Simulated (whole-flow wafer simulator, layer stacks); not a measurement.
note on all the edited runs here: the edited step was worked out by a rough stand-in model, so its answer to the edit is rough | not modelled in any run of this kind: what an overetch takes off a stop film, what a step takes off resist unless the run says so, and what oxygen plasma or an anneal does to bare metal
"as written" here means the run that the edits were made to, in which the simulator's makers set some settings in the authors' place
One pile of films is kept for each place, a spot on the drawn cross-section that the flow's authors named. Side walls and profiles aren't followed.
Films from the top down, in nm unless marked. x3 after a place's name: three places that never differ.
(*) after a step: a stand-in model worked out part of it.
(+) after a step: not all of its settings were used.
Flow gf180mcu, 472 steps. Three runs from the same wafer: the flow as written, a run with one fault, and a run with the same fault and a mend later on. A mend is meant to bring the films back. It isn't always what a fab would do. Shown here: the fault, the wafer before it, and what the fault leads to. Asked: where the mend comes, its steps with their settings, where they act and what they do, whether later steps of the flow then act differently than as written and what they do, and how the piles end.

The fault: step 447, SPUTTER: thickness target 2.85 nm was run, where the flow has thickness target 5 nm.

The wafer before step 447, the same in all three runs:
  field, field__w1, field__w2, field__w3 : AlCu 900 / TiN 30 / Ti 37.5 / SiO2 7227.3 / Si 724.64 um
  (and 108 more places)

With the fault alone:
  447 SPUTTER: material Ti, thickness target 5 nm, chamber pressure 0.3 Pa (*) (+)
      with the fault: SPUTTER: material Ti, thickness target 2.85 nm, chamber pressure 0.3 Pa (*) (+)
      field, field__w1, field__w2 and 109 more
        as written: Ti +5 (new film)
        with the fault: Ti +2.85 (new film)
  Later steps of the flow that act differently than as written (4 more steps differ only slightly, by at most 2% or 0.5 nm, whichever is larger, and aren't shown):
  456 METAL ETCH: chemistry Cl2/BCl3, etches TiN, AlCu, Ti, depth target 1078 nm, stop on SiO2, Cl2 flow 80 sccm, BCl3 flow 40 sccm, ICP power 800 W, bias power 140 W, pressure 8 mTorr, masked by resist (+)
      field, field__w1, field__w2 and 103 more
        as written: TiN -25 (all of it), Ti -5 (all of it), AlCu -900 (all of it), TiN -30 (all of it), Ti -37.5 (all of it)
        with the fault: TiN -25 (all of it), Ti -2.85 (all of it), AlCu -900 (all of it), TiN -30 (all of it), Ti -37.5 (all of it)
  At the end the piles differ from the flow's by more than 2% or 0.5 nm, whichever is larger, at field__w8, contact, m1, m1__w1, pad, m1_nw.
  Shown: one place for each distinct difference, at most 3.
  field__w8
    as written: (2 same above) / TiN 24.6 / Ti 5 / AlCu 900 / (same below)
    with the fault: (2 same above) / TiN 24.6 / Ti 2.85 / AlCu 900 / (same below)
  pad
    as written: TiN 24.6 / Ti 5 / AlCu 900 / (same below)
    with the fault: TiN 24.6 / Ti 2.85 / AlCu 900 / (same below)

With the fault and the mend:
  The mend comes after step 447.
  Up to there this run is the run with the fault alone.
  447a SPUTTER: material Ti, thickness target 2.15 nm, chamber pressure 0.3 Pa (*) (+) (the flow's step 447 once more, with other settings)
      field, field__w1, field__w2 and 109 more
        Ti +2.15
  No later step of the flow acts differently than as written at any place that is followed.
  At the end the piles are the same as the flow's at every place that both follow.
